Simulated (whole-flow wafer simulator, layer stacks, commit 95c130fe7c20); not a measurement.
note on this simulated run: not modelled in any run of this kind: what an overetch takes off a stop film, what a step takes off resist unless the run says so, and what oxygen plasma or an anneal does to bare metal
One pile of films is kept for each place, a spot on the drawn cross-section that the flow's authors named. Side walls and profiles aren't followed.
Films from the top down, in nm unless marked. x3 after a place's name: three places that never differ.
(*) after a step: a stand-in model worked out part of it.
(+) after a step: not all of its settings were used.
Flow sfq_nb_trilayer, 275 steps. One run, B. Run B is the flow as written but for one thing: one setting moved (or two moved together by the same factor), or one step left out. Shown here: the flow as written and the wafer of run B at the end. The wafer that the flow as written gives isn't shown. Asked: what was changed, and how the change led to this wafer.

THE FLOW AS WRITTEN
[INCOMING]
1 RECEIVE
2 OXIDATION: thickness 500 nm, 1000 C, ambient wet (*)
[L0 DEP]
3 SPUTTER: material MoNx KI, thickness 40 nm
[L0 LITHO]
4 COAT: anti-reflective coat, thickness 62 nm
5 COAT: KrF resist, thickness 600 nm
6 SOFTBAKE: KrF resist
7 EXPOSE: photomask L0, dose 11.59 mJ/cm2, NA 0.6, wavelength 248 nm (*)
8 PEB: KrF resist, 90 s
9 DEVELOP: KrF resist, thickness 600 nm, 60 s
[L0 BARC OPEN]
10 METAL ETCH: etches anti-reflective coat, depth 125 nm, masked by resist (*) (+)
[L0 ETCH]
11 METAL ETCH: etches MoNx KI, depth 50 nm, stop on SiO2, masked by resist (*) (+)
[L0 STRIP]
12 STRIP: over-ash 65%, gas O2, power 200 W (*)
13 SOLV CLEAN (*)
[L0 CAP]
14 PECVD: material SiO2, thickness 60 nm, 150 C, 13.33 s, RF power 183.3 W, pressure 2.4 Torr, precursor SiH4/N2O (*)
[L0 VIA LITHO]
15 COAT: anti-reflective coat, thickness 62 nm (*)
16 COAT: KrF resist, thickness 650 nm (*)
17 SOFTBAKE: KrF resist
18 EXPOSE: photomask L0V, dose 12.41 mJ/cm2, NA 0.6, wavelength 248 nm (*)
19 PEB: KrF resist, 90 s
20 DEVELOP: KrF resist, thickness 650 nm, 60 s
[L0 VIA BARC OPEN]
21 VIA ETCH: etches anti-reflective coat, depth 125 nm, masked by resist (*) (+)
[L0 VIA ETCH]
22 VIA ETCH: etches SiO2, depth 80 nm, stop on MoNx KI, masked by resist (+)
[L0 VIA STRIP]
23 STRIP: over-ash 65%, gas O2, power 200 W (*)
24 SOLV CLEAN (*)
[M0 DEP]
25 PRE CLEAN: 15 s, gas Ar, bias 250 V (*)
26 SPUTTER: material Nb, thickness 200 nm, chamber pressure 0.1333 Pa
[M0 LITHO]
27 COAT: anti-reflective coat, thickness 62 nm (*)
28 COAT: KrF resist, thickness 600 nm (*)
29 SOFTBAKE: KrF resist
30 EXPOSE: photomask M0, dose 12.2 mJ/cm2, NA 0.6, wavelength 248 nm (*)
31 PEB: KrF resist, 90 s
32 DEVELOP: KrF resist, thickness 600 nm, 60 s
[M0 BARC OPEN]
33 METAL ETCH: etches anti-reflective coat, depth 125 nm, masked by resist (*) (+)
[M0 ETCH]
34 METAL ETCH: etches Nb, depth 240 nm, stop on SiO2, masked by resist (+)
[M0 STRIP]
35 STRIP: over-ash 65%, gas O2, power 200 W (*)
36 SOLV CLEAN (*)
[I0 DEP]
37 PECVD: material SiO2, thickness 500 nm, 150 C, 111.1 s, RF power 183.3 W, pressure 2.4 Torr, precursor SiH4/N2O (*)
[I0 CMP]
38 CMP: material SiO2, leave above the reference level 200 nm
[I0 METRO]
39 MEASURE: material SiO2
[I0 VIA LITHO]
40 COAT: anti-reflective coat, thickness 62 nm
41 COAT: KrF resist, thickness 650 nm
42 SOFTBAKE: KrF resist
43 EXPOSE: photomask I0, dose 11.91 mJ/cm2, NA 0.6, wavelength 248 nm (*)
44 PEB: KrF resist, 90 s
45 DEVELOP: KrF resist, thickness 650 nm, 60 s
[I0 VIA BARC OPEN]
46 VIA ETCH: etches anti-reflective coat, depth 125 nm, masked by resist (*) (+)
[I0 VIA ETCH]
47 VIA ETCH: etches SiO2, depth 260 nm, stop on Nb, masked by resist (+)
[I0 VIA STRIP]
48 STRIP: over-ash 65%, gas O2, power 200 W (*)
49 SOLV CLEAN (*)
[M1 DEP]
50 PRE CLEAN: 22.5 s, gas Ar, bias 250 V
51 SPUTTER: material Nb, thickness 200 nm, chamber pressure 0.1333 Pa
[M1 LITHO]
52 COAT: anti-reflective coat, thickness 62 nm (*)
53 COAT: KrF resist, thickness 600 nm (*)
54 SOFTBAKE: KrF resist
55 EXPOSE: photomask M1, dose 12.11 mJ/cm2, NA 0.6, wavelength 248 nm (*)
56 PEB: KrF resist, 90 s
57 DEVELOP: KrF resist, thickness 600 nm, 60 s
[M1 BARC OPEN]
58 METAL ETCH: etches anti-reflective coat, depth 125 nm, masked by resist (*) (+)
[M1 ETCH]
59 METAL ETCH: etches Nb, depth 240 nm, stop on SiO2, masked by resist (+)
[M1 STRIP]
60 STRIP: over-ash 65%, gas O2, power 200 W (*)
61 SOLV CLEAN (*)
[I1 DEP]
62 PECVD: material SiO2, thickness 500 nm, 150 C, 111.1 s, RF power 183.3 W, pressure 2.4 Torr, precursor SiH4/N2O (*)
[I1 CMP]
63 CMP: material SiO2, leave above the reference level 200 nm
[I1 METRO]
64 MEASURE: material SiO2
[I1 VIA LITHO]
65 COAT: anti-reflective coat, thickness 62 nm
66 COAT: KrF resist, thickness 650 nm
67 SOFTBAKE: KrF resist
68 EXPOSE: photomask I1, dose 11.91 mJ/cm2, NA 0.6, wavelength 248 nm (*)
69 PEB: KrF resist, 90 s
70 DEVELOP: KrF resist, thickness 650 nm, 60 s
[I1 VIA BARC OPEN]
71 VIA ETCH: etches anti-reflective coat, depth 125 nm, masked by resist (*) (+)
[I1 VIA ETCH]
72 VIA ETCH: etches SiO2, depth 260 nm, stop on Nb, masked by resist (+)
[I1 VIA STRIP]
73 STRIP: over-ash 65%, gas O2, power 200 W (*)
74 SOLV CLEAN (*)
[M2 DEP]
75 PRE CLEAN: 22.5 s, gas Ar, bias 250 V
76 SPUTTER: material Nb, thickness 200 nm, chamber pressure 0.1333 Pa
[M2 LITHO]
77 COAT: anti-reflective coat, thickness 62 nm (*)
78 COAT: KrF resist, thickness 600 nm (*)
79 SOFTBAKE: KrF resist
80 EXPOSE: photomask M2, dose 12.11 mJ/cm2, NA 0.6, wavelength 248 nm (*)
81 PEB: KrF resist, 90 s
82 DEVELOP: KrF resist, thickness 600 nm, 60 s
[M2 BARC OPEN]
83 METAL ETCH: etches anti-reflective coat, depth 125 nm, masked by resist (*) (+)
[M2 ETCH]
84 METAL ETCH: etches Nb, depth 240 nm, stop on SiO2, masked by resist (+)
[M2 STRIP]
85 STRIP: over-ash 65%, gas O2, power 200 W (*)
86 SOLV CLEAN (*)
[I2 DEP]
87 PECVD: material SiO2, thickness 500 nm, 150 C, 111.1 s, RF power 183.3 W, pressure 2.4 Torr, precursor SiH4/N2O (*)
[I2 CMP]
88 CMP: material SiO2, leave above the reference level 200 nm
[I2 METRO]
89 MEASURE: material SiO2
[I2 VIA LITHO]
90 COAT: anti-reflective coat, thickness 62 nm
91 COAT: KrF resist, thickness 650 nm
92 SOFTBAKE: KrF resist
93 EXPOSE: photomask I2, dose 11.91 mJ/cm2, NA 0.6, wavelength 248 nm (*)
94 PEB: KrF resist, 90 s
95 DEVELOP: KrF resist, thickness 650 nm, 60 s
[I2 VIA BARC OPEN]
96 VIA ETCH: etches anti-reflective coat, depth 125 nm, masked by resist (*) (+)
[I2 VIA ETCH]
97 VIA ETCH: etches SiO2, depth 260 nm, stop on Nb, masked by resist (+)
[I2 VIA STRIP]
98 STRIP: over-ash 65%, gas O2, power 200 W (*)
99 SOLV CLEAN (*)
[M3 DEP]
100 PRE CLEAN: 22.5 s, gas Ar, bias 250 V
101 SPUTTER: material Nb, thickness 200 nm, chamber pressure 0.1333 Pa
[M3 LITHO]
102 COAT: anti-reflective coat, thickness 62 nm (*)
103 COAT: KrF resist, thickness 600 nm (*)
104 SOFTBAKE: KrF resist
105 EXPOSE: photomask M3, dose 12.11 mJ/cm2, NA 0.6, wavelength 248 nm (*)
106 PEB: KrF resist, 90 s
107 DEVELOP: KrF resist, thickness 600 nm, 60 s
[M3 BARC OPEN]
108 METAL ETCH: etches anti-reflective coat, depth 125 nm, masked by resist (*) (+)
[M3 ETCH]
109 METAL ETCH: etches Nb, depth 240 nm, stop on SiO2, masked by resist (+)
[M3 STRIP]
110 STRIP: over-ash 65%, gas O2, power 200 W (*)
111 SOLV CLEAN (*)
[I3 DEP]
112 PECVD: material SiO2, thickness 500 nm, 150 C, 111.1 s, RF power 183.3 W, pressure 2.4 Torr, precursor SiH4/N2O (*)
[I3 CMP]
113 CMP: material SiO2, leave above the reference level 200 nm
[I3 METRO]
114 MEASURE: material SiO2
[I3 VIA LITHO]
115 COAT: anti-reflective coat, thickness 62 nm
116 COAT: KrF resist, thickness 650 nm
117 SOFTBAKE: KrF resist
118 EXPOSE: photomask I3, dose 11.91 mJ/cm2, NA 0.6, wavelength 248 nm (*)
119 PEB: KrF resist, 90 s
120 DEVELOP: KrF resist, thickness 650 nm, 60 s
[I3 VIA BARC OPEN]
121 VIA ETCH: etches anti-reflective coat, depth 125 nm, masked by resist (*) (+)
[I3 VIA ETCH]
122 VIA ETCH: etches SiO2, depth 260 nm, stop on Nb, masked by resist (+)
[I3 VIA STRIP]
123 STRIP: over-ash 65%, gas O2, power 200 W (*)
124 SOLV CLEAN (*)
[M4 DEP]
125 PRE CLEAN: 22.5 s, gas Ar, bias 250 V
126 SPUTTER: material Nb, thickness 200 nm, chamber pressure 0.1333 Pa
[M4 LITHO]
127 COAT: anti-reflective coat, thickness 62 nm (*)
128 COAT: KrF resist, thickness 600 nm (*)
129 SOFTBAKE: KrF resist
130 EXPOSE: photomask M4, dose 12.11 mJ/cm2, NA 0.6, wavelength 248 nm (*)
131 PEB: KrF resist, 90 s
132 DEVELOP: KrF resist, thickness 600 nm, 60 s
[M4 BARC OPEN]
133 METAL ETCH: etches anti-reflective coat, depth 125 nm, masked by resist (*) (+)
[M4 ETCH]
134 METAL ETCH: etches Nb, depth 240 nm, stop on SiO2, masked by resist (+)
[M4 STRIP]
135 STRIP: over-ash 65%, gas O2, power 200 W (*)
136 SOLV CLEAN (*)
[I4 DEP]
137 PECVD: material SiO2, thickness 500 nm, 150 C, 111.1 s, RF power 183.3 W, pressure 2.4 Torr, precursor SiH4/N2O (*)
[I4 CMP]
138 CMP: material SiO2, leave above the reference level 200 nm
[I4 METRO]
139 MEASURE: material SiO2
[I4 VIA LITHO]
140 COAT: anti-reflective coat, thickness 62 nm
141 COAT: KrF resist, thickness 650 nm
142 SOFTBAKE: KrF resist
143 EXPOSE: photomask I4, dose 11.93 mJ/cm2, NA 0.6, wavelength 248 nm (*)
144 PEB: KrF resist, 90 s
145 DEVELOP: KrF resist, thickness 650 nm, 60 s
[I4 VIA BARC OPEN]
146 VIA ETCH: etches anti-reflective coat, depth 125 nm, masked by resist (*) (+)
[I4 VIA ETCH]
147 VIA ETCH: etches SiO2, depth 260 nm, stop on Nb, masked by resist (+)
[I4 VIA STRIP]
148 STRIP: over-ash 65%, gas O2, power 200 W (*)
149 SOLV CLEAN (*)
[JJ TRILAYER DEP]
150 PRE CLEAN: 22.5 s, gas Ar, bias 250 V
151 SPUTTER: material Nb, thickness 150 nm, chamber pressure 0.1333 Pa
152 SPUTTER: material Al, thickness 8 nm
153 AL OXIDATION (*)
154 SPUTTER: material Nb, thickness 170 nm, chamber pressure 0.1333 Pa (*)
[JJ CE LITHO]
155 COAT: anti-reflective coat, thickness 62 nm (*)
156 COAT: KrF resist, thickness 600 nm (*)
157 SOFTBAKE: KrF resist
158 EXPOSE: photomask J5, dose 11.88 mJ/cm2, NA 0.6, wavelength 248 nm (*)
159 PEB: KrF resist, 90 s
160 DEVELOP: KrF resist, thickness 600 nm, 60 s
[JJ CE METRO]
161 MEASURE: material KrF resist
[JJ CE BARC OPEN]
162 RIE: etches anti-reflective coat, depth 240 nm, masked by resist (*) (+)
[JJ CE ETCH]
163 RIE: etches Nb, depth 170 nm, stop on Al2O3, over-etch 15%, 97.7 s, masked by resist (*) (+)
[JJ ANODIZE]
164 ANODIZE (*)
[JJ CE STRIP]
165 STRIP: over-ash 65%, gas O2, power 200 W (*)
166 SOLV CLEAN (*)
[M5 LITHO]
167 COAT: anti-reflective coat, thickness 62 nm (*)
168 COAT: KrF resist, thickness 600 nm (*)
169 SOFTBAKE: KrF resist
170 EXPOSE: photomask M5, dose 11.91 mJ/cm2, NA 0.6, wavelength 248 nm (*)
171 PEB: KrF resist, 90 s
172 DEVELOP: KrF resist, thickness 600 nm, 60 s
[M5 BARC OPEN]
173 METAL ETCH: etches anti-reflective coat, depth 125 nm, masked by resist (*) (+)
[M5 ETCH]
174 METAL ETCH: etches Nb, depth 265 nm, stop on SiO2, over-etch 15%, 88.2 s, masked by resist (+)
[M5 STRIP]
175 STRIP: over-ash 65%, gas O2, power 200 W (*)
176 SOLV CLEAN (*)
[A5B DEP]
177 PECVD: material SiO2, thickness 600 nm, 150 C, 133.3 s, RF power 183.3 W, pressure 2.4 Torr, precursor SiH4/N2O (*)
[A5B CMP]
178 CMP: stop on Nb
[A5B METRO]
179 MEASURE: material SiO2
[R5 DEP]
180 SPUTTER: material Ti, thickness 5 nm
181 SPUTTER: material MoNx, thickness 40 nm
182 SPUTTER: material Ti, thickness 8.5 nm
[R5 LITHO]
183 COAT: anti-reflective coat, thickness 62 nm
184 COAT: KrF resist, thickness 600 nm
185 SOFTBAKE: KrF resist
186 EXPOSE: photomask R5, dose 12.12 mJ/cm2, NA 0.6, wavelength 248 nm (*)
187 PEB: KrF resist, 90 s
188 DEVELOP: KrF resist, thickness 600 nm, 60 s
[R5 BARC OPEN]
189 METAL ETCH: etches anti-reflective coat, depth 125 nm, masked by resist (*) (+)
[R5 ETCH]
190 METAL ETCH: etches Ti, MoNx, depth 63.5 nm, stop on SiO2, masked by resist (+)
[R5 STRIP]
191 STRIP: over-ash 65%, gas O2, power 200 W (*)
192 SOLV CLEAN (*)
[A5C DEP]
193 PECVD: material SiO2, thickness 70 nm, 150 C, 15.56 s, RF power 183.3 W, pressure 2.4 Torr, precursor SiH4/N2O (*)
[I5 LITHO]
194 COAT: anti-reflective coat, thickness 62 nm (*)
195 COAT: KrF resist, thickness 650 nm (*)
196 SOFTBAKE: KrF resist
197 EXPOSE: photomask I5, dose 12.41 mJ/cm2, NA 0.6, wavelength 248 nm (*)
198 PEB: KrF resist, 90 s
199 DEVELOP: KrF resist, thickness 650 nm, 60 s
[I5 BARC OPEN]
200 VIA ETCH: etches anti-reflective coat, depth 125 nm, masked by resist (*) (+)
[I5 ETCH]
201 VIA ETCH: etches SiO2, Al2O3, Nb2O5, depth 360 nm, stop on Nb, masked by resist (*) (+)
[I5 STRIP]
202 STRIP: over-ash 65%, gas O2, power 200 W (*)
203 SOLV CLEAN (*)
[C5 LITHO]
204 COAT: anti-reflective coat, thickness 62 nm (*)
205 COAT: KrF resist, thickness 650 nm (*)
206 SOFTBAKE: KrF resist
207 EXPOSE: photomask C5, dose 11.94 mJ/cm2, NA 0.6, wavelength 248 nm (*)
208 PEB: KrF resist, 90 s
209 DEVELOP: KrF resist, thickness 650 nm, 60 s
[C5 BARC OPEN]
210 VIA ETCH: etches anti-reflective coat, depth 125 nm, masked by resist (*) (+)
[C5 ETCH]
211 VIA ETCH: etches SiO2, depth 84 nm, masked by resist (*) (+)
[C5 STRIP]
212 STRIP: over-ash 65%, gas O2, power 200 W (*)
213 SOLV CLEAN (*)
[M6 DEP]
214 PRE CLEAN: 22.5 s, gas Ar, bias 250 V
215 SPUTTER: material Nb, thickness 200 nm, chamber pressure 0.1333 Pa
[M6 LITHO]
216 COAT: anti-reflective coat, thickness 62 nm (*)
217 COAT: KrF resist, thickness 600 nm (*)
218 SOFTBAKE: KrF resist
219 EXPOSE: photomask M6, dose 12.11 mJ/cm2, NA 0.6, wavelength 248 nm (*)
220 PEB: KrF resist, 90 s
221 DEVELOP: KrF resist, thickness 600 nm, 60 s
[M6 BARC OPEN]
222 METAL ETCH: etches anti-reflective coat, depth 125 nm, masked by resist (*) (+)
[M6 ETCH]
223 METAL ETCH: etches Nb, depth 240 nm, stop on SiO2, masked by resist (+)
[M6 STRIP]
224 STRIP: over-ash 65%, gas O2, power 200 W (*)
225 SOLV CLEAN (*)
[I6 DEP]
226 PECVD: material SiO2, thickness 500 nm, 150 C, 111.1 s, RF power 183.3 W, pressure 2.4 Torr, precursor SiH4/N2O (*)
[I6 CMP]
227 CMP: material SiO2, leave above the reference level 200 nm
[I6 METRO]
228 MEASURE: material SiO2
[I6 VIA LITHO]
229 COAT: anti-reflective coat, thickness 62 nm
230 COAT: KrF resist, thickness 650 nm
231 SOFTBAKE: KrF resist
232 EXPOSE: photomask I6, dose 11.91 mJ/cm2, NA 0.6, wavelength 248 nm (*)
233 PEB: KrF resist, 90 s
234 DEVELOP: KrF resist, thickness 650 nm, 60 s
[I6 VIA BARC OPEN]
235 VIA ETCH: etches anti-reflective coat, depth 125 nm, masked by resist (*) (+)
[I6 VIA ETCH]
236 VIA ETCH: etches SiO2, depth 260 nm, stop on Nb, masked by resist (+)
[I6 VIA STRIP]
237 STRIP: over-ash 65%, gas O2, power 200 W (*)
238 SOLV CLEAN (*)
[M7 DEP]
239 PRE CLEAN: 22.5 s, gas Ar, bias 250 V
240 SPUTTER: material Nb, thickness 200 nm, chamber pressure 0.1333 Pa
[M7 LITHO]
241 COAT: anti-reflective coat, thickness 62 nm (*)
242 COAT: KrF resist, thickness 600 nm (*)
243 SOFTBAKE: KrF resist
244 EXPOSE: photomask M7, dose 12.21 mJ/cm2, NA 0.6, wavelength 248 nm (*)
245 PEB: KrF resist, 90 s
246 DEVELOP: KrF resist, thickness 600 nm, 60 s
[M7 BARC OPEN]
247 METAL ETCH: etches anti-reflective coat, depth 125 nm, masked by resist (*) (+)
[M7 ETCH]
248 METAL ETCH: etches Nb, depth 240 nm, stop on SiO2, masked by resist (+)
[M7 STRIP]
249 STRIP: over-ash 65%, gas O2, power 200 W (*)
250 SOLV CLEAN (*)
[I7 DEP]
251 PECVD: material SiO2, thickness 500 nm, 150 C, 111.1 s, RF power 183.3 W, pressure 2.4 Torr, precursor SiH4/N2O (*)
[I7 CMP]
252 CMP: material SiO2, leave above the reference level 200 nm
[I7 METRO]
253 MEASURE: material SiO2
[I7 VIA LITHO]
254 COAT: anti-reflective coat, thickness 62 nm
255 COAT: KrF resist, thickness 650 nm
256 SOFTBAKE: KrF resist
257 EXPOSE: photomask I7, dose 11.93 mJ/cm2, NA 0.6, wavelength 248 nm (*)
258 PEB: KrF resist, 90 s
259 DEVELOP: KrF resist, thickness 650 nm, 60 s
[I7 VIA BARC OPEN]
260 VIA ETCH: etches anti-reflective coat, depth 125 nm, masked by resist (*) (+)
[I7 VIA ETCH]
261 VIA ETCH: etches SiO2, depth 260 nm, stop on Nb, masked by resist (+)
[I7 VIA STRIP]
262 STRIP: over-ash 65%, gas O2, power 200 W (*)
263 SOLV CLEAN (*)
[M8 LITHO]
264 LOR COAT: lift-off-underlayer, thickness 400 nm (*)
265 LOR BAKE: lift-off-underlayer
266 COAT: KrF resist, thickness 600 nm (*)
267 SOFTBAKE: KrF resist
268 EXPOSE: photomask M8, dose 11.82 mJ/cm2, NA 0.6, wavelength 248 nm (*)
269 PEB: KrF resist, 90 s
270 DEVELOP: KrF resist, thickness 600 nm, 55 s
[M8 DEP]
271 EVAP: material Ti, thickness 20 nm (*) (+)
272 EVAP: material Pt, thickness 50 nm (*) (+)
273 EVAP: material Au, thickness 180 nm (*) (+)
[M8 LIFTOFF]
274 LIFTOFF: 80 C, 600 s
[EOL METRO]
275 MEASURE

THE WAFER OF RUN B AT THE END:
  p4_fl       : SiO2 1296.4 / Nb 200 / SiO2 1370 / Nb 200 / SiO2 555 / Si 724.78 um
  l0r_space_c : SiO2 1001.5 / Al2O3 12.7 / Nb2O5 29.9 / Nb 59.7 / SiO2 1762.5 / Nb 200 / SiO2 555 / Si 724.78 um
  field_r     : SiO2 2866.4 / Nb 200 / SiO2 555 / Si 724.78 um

The cause: step 151, SPUTTER: thickness 70.5 nm was run, where the flow has thickness 150 nm.

How the change led to this, step by step:
  151 SPUTTER: material Nb, thickness 150 nm, chamber pressure 0.1333 Pa
      field_l, v_sur, via_sp and 100 more: Nb +70.5 (new film) (as written it would be: Nb +150 (new film))
      via_wl, via_wr: Nb +50.4 (as written it would be: Nb +130.4)
      (and at 1 more place)
  154 SPUTTER: material Nb, thickness 170 nm, chamber pressure 0.1333 Pa (*)
      via_w: Nb +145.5 (new film) (as written it would be: Nb +141 (new film))
  155 COAT: anti-reflective coat, thickness 62 nm (*)
      via_wl, via_wr: anti-reflective coat +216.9 (new film) (as written it would be: anti-reflective coat +209.4 (new film))
  162 RIE: etches anti-reflective coat, depth 240 nm, masked by resist (*) (+)
      ce_l, c5j, ce_r, wl_jj: KrF resist -216.9 (as written it would be: KrF resist -209.4)
      via_wl, via_wr: anti-reflective coat -216.9 (all of it) (as written it would be: anti-reflective coat -209.4 (all of it))
  163 RIE: etches Nb, depth 170 nm, stop on Al2O3, over-etch 15%, 97.7 s, masked by resist (*) (+)
      via_w: Nb -145.5 (all of it), Al2O3 -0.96 (all of it) (as written it would be: Nb -141 (all of it), Al2O3 -0.96 (all of it))
  164 ANODIZE (*)
      via_wl, via_wr: Al2O3 +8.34 (new film), Nb2O5 +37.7 (new film), Al -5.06 (all of it), Nb -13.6 (as written it would be: Al2O3 +7.52 (new film), Nb2O5 +39.2 (new film), Al -4.56 (all of it), Nb -14.1)
      via_w: Al2O3 +11.2 (new film), Nb2O5 +32.6 (new film), Al -6.79 (all of it), Nb -11.7 (as written it would be: Al2O3 +10.8 (new film), Nb2O5 +33.3 (new film), Al -6.54 (all of it), Nb -12)
  165 STRIP: over-ash 65%, gas O2, power 200 W (*)
      c5j, ce_r: KrF resist -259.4 (all of it), anti-reflective coat -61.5 (all of it) (as written it would be: KrF resist -266.9 (all of it), anti-reflective coat -61.5 (all of it))
      ce_l: KrF resist -259.3 (all of it), anti-reflective coat -61.5 (all of it) (as written it would be: KrF resist -266.8 (all of it), anti-reflective coat -61.4 (all of it))
      (and at 1 more place)
  167 COAT: anti-reflective coat, thickness 62 nm (*)
      via_w: anti-reflective coat +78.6 (new film) (as written it would be: anti-reflective coat +84.1 (new film))
      ce_l: anti-reflective coat +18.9 (new film) (as written it would be: anti-reflective coat +19.6 (new film))
      (and at 1 more place)
  174 METAL ETCH: etches Nb, depth 265 nm, stop on SiO2, over-etch 15%, 88.2 s, masked by resist (+)
      field_l, r_sur, res and 50 more: Al2O3 -12.6 (all of it), Nb2O5 -29.9 (all of it), Nb -59.7 (all of it), SiO2 -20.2 (as written it would be: Al2O3 -12.6 (all of it), Nb2O5 -29.9 (all of it), Nb -139.2 (all of it), SiO2 -12.3)
  175 STRIP: over-ash 65%, gas O2, power 200 W (*)
      via_w: KrF resist -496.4 (all of it), anti-reflective coat -78.6 (all of it) (as written it would be: KrF resist -503.5 (all of it), anti-reflective coat -84.1 (all of it))
      ce_l: KrF resist -300.4 (all of it), anti-reflective coat -18.9 (all of it) (as written it would be: KrF resist -299.6 (all of it), anti-reflective coat -19.6 (all of it))
      (and at 1 more place)
  178 CMP: stop on Nb
      field_l, p4_fl, p4_fm and 39 more: SiO2 -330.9 (as written it would be: SiO2 -259.3)
      r_sur, res, r_end, moat, field_r, lsp_l: SiO2 -330.9 (as written it would be: SiO2 -252.3)
      (and at 8 more places)
